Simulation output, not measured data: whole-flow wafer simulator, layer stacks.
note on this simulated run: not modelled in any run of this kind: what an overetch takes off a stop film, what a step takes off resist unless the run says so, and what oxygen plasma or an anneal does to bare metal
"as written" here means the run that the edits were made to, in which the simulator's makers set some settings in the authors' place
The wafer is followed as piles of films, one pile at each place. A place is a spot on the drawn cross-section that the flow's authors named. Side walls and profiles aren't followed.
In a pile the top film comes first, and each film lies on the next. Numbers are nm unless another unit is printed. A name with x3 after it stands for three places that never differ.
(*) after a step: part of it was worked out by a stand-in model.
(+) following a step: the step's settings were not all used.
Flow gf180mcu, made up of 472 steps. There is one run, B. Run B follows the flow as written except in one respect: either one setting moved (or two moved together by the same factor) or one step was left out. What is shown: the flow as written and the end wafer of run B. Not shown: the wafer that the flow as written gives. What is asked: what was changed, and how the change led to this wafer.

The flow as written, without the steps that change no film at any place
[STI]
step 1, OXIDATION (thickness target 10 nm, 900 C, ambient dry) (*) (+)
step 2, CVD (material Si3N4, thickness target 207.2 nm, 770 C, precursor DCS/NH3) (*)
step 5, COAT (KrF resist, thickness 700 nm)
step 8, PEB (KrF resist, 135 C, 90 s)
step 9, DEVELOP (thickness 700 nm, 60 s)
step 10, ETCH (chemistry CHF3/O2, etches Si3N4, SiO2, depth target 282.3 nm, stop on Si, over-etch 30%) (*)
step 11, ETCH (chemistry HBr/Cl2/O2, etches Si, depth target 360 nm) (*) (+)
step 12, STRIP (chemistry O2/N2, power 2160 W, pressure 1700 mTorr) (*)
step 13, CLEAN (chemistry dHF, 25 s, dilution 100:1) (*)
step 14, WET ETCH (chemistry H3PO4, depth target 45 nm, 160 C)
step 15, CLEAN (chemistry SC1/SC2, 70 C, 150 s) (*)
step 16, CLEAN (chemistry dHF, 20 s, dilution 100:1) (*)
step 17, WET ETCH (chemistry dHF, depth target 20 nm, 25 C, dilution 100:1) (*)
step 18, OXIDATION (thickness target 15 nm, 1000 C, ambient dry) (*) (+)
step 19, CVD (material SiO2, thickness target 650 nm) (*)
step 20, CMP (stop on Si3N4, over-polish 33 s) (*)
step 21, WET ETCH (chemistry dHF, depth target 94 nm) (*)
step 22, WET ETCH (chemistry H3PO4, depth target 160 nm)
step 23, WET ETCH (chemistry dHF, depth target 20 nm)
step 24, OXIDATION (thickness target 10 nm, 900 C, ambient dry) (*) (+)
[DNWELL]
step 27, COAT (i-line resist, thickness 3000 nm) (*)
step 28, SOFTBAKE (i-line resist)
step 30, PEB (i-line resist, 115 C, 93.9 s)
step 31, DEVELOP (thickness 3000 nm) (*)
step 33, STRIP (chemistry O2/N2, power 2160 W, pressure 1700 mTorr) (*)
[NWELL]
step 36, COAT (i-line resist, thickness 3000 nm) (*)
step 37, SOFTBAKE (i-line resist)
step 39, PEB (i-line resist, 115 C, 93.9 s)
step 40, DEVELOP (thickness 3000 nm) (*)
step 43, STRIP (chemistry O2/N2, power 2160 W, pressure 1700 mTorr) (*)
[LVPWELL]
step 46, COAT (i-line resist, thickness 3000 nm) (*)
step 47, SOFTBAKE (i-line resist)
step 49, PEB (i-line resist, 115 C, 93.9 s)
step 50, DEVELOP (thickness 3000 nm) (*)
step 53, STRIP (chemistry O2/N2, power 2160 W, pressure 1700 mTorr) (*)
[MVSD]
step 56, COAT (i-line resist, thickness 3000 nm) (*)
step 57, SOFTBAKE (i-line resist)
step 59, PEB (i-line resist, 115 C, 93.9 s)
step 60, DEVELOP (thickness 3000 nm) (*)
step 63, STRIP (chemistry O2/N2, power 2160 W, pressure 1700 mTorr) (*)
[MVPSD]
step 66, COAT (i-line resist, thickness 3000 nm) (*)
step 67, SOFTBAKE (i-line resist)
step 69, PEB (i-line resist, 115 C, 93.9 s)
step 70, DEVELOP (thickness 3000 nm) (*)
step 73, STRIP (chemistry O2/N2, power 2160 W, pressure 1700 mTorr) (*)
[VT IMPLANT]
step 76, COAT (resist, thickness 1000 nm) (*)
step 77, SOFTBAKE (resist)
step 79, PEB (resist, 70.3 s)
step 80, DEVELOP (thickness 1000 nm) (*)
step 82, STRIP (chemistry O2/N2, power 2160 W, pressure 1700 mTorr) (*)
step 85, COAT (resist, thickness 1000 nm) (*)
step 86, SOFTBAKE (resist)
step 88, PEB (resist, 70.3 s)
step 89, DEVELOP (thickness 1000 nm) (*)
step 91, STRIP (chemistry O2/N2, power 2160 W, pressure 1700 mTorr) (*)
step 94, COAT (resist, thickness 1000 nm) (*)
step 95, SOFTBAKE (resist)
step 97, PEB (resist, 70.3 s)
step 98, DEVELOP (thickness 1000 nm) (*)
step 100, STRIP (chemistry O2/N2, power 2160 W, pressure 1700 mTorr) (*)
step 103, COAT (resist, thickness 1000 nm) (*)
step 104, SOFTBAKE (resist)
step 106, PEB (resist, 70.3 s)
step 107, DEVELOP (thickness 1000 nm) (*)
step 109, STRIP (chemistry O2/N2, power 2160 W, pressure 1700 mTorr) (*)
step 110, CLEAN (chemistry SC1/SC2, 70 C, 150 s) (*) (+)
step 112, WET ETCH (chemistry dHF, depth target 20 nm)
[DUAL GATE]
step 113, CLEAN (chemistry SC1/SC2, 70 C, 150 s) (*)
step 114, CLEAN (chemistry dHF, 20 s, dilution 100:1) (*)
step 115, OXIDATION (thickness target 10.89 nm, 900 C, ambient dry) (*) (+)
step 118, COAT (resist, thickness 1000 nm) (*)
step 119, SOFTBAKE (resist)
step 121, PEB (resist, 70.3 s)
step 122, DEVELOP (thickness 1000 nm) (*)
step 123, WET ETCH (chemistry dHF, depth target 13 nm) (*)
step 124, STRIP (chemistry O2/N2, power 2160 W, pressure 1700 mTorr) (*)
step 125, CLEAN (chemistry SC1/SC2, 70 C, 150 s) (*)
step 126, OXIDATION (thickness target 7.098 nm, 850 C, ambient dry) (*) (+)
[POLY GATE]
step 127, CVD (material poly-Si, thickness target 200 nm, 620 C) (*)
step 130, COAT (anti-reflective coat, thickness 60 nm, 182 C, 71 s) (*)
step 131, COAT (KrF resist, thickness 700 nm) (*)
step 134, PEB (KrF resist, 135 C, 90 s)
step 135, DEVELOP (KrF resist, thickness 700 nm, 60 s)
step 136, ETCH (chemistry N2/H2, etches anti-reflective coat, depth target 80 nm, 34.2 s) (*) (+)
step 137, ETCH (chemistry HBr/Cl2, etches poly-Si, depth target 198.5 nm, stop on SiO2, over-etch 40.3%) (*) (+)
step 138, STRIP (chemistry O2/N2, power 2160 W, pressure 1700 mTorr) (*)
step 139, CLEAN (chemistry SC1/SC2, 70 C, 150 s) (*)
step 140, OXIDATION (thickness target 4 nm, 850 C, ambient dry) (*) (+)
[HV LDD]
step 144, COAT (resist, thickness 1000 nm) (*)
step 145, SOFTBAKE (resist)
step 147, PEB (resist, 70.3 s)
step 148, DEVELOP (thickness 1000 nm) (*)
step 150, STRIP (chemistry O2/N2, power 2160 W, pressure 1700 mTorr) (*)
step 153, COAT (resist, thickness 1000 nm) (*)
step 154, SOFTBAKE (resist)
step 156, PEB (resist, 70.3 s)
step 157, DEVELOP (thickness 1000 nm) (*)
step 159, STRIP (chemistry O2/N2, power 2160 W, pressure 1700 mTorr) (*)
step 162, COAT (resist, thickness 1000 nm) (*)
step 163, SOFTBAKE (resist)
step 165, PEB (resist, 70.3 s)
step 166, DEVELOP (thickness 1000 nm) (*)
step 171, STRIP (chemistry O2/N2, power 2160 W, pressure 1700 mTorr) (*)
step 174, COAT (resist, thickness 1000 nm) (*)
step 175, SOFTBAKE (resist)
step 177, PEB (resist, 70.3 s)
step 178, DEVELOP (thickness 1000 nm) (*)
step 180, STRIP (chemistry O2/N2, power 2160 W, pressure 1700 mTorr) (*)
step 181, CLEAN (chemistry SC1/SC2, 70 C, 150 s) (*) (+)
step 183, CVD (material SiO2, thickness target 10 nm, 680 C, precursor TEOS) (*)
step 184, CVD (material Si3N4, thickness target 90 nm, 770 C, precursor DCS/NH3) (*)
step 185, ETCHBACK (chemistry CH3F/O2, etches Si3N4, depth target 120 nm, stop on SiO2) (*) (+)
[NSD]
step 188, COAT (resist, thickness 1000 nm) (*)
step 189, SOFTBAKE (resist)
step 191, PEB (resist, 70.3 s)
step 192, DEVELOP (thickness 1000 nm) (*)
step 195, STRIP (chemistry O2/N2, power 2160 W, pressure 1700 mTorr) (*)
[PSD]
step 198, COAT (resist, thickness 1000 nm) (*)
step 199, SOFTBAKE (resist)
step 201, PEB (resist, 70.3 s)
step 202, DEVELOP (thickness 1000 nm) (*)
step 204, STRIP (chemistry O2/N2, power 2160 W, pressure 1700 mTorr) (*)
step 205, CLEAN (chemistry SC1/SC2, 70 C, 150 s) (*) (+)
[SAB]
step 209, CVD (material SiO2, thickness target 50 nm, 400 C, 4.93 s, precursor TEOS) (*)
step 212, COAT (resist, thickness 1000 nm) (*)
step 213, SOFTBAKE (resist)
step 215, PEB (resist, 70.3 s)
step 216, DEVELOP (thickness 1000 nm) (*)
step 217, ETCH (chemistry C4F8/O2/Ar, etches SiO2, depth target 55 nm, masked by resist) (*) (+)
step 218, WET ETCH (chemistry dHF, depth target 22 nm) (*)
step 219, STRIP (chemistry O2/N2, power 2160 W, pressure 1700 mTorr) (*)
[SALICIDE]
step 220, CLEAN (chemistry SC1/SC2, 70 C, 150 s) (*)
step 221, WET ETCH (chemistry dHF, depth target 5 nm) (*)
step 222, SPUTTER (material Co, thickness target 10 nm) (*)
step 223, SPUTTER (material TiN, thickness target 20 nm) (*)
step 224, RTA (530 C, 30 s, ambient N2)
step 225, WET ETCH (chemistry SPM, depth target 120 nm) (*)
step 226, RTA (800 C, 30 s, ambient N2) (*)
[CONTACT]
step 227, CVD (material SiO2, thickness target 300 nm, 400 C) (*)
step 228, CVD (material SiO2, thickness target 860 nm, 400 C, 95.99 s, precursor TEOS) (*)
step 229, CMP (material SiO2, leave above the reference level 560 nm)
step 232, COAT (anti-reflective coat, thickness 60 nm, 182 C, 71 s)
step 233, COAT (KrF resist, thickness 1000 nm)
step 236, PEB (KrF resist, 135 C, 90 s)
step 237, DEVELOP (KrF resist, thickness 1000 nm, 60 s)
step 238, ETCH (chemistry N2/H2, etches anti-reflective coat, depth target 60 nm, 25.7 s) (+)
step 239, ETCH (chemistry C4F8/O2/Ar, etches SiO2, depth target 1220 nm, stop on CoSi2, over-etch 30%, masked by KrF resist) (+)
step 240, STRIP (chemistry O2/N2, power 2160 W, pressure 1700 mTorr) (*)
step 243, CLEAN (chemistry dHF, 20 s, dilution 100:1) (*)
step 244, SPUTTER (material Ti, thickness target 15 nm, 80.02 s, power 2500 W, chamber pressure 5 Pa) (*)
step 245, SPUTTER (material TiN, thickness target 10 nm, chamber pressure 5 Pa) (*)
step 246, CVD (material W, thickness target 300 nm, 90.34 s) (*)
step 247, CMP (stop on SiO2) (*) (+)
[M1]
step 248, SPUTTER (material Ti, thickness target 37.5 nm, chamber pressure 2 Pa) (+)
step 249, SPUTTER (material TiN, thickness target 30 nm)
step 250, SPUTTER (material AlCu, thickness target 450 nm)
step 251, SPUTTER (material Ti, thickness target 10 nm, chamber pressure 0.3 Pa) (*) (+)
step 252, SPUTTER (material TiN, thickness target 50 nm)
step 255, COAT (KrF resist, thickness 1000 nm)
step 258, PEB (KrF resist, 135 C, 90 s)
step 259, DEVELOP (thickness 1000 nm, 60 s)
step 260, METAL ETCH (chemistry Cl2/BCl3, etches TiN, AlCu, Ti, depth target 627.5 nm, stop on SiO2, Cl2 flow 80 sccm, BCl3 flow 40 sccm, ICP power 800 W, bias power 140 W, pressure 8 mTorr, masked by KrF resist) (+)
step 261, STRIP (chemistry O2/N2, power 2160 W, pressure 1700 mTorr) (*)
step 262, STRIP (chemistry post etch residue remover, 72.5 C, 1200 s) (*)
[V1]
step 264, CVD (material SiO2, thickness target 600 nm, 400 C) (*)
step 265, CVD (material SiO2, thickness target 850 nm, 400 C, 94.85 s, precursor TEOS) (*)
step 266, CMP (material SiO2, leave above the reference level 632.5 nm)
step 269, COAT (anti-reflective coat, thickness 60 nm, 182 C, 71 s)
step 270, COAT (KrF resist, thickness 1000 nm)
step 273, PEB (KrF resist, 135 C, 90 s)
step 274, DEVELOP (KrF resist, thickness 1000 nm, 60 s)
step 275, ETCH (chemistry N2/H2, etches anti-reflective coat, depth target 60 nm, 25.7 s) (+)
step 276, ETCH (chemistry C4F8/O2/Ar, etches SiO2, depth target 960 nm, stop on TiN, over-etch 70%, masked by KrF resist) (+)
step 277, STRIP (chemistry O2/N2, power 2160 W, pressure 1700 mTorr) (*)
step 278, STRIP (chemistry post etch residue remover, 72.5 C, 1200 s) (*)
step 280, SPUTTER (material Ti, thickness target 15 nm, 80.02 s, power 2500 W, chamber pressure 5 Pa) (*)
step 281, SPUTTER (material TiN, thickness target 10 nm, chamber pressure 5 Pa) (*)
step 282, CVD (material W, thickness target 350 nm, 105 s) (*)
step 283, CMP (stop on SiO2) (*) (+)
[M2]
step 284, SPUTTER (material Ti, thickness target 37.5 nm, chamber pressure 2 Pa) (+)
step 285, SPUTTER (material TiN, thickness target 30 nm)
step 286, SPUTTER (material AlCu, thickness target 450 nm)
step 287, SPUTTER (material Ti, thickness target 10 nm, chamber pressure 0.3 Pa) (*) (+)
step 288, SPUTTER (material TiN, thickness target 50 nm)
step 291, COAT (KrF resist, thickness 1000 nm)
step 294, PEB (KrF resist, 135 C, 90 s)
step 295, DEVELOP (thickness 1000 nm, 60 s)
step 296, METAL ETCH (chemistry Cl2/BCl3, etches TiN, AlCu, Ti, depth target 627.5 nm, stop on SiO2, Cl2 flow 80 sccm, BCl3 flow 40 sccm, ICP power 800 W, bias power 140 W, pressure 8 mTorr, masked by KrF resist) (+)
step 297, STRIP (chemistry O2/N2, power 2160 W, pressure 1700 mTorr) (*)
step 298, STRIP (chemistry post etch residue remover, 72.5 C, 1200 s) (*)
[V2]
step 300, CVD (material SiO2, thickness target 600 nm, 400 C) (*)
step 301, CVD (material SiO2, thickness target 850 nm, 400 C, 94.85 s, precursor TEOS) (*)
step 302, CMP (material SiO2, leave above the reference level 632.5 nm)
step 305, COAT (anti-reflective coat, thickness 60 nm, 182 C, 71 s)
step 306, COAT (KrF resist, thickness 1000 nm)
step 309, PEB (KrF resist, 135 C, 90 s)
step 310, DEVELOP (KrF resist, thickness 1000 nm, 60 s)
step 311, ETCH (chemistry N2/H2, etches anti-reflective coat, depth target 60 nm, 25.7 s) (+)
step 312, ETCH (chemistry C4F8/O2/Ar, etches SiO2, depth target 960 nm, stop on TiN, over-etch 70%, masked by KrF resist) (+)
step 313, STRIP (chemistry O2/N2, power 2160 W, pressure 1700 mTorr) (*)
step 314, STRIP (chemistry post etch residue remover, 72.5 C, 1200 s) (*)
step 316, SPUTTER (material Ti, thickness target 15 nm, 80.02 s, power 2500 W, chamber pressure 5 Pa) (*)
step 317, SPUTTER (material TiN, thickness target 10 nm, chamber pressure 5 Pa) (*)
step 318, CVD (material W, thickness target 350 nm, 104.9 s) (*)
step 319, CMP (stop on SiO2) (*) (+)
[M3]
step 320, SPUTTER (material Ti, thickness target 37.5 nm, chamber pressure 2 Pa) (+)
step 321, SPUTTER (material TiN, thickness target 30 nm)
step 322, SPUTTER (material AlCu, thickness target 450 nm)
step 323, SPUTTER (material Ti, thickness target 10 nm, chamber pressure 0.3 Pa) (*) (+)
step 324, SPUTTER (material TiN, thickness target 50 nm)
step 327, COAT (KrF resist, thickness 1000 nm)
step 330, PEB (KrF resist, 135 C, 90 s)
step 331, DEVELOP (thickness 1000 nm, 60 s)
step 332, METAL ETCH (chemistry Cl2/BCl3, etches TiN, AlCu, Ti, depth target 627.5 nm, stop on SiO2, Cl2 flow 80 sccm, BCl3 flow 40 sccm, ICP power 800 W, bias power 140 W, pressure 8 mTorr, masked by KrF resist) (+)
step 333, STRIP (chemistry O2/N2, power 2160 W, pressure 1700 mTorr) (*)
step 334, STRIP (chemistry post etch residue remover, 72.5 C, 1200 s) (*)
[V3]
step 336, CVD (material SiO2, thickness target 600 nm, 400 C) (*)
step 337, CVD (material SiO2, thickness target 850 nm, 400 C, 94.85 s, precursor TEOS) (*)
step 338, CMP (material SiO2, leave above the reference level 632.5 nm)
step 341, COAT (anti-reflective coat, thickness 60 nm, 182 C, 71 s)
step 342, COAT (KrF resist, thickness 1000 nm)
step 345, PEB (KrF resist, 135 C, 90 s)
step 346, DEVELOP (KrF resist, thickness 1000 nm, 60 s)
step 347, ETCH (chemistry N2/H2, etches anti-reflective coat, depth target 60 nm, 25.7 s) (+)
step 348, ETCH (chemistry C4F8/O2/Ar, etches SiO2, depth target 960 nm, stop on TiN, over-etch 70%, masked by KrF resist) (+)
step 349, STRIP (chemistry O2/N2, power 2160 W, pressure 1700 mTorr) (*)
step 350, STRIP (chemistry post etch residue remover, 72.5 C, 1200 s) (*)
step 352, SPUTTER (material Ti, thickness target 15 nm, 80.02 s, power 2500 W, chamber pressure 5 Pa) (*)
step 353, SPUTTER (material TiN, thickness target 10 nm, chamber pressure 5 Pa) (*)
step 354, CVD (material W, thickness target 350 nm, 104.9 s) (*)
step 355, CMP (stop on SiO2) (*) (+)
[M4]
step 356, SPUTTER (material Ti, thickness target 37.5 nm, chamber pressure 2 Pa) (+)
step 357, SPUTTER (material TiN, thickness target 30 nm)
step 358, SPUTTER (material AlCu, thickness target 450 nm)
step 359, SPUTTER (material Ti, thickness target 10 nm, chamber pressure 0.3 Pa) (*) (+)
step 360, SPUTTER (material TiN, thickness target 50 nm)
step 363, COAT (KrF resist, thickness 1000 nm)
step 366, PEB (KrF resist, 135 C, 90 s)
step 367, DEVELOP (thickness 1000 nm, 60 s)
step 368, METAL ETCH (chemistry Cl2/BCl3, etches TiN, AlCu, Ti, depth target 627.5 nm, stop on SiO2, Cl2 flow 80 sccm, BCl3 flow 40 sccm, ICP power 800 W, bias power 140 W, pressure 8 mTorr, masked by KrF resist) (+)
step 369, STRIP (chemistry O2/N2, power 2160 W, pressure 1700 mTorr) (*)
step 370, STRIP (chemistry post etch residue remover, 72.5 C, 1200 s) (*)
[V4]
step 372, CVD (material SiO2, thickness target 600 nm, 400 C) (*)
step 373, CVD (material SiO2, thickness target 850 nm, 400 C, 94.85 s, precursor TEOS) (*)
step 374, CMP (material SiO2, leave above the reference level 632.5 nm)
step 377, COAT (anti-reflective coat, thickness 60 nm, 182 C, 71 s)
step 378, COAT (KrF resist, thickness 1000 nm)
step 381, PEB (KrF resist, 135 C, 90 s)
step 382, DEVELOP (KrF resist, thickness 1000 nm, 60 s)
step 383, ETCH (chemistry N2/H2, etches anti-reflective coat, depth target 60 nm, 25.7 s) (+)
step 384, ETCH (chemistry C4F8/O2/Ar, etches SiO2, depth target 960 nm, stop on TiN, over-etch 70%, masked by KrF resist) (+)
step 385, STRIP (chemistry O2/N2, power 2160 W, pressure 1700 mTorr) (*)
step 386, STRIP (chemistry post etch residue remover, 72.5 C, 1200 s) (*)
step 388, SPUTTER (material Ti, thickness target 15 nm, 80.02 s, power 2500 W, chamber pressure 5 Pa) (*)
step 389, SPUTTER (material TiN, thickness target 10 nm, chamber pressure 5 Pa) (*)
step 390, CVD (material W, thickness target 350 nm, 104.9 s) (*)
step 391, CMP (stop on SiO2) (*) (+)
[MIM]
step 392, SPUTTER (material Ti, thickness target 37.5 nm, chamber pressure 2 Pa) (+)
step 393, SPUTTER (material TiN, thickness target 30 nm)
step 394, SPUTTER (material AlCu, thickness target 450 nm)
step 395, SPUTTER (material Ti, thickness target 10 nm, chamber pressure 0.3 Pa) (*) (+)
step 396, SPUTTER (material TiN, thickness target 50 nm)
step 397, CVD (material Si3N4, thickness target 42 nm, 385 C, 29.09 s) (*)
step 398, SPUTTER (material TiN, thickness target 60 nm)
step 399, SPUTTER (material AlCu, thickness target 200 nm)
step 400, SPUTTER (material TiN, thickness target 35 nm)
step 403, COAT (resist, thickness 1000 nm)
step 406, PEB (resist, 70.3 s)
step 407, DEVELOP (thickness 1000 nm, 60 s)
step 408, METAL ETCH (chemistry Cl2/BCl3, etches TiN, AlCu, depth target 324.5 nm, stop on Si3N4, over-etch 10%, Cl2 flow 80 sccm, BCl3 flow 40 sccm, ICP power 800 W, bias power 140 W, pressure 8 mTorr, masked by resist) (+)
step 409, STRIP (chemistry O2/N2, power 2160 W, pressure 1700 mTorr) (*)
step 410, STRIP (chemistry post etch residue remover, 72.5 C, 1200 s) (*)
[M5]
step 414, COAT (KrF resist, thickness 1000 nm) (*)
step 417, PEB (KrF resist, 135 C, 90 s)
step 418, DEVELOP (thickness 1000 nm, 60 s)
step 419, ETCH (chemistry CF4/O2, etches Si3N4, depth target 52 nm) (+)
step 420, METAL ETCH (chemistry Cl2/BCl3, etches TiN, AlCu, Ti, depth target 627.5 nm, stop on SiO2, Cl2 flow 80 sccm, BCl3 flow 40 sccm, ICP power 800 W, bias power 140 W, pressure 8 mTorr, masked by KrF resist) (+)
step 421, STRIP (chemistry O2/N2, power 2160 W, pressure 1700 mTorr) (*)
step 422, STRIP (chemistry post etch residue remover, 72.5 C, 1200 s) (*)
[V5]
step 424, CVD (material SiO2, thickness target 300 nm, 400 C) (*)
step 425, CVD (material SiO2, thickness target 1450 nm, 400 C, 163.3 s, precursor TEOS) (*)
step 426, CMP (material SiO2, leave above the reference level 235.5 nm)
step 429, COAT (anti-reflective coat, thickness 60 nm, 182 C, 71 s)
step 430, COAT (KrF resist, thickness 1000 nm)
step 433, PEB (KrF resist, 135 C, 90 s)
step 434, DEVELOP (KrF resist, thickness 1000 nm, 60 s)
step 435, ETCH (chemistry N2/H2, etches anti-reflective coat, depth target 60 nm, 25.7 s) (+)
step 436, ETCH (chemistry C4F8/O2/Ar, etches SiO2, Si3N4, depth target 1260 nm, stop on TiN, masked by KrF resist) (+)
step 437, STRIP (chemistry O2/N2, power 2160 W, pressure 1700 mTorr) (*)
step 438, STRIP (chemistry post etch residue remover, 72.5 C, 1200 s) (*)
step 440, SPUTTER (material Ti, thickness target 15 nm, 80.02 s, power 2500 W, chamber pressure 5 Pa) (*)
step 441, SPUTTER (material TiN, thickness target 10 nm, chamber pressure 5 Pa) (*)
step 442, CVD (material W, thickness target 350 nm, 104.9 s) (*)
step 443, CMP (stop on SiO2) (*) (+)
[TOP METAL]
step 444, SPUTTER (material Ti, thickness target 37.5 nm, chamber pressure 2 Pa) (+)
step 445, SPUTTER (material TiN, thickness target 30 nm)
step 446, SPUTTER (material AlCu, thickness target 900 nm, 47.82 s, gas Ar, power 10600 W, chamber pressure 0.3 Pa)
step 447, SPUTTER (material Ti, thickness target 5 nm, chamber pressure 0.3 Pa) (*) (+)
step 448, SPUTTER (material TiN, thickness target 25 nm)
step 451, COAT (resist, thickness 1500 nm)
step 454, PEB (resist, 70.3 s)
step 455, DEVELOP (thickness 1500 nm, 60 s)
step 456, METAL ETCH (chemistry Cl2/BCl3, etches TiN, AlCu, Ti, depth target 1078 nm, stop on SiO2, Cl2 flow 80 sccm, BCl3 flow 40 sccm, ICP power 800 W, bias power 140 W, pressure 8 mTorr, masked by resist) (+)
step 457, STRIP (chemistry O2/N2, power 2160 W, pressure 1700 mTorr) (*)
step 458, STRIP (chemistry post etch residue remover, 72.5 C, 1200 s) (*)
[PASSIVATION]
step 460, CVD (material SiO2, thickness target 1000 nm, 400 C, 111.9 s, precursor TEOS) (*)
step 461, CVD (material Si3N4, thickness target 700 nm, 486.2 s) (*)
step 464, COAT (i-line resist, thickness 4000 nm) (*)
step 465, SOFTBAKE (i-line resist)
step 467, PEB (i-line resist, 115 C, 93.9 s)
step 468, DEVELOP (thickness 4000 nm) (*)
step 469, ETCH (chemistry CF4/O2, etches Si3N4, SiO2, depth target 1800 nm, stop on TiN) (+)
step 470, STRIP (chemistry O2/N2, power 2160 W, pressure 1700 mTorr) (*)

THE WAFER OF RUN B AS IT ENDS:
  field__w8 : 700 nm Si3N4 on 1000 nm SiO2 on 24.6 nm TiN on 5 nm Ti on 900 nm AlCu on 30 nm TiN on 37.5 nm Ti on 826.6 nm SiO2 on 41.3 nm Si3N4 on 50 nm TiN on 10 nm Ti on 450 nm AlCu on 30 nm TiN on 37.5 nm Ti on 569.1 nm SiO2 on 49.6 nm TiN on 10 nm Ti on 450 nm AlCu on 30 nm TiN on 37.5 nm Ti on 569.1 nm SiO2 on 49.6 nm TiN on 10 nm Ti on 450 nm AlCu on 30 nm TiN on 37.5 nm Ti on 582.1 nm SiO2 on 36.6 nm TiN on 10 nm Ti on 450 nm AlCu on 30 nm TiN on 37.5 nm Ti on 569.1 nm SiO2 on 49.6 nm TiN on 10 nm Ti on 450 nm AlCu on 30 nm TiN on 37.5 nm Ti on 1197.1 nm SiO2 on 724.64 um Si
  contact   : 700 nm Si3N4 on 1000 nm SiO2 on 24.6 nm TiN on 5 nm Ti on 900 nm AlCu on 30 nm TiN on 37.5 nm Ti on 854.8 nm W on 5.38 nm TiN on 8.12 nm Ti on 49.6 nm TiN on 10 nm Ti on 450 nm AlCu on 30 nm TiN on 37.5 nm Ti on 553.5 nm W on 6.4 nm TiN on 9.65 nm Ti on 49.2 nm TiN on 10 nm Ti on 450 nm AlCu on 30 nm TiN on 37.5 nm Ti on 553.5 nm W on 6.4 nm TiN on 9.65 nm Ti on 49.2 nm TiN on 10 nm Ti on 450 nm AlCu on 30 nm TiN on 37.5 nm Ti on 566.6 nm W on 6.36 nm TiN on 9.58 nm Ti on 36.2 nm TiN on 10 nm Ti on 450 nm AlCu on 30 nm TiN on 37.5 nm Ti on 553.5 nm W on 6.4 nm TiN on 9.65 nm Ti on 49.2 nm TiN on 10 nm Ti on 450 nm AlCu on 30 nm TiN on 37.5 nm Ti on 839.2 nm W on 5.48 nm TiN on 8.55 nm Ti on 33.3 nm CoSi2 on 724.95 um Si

The reason: step 288, SPUTTER: thickness target 37 nm was run, whereas the flow has thickness target 50 nm.

The path from the change to this, step by step:
  step 288, SPUTTER (material TiN, thickness target 50 nm)
      field, field__w1, field__w2 and 108 more: TiN gains 37 (new film) (in the flow as written it would be: TiN gains 50 (new film))
  step 296, METAL ETCH (chemistry Cl2/BCl3, etches TiN, AlCu, Ti, depth target 627.5 nm, stop on SiO2, Cl2 flow 80 sccm, BCl3 flow 40 sccm, ICP power 800 W, bias power 140 W, pressure 8 mTorr, masked by KrF resist) (+)
      field, field__w1, field__w2 and 103 more: TiN loses 37 (all of it), Ti loses 10 (all of it), AlCu loses 450 (all of it), TiN loses 30 (all of it), Ti loses 37.5 (all of it) (in the flow as written it would be: TiN loses 50 (all of it), Ti loses 10 (all of it), AlCu loses 450 (all of it), TiN loses 30 (all of it), Ti loses 37.5 (all of it))
  step 312, ETCH (chemistry C4F8/O2/Ar, etches SiO2, depth target 960 nm, stop on TiN, over-etch 70%, masked by KrF resist) (+)
      contact: SiO2 loses 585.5 (all of it) (in the flow as written it would be: SiO2 loses 572.5 (all of it))
